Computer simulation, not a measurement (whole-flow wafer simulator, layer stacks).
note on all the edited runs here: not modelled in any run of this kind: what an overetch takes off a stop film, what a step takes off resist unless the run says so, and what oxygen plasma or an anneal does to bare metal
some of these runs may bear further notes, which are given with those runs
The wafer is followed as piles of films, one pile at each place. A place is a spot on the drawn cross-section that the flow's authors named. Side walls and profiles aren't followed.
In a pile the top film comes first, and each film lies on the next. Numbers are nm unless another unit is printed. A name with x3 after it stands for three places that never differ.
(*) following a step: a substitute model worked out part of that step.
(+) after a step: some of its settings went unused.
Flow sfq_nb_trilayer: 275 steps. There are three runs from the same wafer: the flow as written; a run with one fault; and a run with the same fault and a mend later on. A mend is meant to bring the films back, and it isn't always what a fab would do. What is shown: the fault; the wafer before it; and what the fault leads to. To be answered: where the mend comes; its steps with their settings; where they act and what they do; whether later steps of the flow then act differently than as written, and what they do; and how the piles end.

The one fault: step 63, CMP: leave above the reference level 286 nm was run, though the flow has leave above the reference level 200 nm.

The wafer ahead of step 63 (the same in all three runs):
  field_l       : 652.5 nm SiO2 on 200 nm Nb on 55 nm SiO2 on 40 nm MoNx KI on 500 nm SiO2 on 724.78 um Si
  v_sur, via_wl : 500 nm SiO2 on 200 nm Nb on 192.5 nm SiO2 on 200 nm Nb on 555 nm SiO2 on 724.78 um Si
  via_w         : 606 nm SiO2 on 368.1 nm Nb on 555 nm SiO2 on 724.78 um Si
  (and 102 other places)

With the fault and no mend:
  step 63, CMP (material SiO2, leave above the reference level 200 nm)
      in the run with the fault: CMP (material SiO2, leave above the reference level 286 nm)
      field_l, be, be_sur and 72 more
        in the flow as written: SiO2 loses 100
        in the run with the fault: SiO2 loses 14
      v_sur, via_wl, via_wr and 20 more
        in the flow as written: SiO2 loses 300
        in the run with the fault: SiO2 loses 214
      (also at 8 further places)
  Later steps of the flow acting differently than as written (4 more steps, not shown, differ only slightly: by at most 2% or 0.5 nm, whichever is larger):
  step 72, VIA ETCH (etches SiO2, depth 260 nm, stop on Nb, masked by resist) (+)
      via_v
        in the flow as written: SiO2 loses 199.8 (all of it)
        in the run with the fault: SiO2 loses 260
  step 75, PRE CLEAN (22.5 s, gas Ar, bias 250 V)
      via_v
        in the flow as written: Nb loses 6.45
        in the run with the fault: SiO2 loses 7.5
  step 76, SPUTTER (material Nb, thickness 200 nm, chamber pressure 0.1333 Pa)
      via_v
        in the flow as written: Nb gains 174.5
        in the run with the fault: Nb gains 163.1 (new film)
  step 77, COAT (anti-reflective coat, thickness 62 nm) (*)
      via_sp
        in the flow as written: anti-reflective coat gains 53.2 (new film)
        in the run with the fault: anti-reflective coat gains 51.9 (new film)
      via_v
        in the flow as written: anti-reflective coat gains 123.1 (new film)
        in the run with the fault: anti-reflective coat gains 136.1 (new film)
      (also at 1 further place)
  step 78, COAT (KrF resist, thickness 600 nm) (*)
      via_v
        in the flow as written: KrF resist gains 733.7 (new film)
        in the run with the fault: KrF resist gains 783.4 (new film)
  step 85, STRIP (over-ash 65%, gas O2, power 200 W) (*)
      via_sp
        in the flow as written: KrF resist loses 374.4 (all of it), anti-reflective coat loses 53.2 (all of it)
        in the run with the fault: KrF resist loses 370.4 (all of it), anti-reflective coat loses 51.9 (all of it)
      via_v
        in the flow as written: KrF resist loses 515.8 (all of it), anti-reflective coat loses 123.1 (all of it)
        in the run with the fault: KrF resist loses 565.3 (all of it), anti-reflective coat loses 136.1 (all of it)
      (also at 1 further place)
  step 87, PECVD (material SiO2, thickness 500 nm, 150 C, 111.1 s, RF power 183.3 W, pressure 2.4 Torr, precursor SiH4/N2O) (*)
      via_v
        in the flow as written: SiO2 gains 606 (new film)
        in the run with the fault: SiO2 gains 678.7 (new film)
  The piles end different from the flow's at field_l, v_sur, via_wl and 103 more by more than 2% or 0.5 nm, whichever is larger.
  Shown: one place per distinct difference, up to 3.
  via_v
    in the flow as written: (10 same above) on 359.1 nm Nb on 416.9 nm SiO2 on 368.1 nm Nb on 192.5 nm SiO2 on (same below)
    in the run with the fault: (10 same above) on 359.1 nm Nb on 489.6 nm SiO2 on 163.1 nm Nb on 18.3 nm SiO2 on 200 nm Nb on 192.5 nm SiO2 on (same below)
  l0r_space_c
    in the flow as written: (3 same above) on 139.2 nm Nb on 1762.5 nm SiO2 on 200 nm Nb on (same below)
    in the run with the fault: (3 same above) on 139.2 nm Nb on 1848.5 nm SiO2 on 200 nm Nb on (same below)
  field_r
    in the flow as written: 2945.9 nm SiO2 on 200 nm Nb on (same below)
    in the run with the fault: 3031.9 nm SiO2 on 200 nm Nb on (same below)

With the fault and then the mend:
  After step 64 comes the mend.
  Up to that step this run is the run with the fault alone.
  step 64a, CMP (material SiO2, leave above the reference level 200 nm) (the flow's step 63 again)
      field_l, v_sur, via_wl and 103 more
        SiO2 loses 86
  None of the later steps of the flow acts differently than as written at any place that is followed.
  By the end, the piles equal the flow's at every place that both follow.
